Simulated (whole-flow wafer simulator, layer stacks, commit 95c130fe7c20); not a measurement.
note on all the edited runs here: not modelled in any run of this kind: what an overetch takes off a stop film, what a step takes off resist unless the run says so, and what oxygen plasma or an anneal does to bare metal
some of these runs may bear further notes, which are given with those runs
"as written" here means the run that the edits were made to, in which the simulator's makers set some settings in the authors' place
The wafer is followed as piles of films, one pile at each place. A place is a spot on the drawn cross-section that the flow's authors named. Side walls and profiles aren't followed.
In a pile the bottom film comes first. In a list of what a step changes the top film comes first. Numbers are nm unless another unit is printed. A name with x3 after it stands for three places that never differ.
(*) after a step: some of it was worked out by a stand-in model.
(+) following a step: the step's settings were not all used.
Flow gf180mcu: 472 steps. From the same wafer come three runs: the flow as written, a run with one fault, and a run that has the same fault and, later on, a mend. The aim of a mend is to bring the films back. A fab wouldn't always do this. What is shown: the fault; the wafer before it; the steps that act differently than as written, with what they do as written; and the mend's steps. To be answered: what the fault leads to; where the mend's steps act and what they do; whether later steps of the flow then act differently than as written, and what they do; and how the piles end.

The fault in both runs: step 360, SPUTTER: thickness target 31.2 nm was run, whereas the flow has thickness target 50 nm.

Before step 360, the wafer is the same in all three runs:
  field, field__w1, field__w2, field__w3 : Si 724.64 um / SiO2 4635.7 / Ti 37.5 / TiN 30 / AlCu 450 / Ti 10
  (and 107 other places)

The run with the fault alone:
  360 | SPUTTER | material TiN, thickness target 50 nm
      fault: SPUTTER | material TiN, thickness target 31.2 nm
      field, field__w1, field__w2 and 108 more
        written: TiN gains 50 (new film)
        fault: TiN gains 31.2 (new film)
  Steps later in the flow that act otherwise than as written (not shown: 3 more steps that differ only slightly, by at most 2% or 0.5 nm, whichever is larger):
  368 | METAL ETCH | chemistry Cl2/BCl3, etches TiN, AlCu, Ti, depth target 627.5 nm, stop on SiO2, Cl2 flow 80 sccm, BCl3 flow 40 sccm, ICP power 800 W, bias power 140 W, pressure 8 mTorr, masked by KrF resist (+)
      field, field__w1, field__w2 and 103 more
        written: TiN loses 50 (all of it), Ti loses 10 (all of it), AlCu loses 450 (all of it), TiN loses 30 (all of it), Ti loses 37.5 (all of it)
        fault: TiN loses 31.2 (all of it), Ti loses 10 (all of it), AlCu loses 450 (all of it), TiN loses 30 (all of it), Ti loses 37.5 (all of it)
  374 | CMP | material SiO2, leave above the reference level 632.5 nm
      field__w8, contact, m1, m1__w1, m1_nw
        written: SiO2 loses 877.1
        fault: SiO2 loses 858.3
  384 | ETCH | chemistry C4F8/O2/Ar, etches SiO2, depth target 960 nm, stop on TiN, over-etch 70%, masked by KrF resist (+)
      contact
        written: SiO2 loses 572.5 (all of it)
        fault: SiO2 loses 591.3 (all of it)
  At field__w8, contact, m1, m1__w1, m1_nw, the piles at the end differ from the flow's by more than 2% or 0.5 nm, whichever is larger.
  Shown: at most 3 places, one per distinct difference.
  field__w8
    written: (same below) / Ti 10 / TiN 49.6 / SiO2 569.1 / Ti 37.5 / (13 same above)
    fault: (same below) / Ti 10 / TiN 30.8 / SiO2 587.9 / Ti 37.5 / (13 same above)
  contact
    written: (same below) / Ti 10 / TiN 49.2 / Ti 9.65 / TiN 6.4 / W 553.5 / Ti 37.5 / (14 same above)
    fault: (same below) / Ti 10 / TiN 30.4 / Ti 9.55 / TiN 6.33 / W 572.5 / Ti 37.5 / (14 same above)

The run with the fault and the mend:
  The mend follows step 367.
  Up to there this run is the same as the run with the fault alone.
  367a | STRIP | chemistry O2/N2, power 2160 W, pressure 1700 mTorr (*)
      field__w8, contact, m1, m1__w1, m1_nw
        KrF resist loses 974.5 (all of it)
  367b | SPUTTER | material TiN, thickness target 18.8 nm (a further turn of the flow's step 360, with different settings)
      field, field__w1, field__w2 and 108 more
        TiN gains 18.8
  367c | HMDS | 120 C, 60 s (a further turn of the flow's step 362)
      leaves every film unchanged at each place that is followed
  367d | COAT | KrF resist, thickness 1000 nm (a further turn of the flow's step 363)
      field, field__w1, field__w2 and 108 more
        KrF resist gains 1000 (new film)
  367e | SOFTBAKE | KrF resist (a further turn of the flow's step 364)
      leaves every film unchanged at each place that is followed
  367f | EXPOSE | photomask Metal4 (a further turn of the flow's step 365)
      leaves every film unchanged at each place that is followed
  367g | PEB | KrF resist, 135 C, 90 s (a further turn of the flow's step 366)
      field, field__w1, field__w2 and 108 more
        KrF resist loses 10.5
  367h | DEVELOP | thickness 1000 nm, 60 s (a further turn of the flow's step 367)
      field, field__w1, field__w2 and 103 more
        KrF resist loses 989.5 (all of it)
      field__w8, contact, m1, m1__w1, m1_nw
        KrF resist loses 14.9
  None of the later steps of the flow acts differently than as written at any place that is followed.
  At every place that both follow, the piles at the end match the flow's.
